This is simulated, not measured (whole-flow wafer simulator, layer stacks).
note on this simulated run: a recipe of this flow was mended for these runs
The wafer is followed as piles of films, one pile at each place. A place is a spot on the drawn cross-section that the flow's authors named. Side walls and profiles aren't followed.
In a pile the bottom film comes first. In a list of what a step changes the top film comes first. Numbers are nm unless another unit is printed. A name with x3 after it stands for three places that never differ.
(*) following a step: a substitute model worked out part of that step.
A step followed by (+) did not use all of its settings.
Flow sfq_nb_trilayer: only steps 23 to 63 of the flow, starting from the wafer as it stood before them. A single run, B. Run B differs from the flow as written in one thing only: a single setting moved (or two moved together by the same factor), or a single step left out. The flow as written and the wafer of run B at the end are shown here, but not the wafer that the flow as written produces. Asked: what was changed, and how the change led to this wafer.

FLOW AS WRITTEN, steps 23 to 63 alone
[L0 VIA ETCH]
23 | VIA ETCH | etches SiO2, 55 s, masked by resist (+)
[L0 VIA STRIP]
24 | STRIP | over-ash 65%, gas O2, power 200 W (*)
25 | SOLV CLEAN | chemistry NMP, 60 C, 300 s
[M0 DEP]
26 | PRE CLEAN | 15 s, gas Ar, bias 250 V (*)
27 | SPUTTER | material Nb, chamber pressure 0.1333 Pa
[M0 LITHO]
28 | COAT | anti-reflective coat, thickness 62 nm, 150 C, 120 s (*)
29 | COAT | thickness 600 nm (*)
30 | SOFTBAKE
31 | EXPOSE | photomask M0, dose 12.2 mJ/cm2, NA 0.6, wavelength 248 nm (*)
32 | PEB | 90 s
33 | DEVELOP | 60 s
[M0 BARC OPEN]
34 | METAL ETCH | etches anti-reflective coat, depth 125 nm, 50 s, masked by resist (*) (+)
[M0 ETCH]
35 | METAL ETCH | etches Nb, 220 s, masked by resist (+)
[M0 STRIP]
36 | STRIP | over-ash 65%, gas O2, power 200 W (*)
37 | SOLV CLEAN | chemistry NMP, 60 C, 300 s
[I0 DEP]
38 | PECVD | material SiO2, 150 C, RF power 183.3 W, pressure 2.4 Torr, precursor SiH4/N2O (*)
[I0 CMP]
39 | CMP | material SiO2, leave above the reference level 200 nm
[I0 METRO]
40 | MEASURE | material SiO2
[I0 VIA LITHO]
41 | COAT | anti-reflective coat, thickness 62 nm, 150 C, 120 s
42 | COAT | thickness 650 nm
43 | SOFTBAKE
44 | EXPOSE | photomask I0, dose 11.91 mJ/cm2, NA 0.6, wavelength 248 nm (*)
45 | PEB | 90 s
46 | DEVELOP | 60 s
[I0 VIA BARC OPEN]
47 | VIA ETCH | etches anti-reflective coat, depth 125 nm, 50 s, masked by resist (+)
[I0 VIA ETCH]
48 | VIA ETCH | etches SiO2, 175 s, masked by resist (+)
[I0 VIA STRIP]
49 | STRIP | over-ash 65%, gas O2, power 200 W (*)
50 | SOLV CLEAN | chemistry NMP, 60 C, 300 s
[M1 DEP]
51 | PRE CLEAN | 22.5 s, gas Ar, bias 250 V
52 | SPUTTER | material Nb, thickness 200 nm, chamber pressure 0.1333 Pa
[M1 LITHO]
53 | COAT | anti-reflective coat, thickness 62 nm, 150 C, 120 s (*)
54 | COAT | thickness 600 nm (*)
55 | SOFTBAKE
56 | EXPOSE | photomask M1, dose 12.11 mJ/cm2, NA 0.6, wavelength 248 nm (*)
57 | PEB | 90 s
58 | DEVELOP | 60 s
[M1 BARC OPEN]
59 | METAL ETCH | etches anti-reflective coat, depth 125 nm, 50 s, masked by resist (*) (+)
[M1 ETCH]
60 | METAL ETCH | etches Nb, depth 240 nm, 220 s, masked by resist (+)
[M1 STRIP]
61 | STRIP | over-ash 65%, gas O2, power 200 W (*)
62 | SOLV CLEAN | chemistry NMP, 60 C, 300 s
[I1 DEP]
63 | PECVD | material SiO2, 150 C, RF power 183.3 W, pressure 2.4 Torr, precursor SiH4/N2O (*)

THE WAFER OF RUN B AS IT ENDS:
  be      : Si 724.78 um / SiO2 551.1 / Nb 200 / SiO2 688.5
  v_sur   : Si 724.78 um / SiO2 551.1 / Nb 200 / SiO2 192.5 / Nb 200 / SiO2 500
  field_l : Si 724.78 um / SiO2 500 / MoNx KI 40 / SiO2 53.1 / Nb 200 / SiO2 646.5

The reason: step 26, PRE CLEAN: 20.8 s was run, though the flow has 15 s.

Step by step, how the change led to this:
  26 | PRE CLEAN | 15 s, gas Ar, bias 250 V (*)
      field_l, v_sur, via_wl and 102 more: SiO2 loses 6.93 (as written it would have been: SiO2 loses 5)
      l0v: MoNx KI loses 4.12 (as written it would have been: MoNx KI loses 2.91)
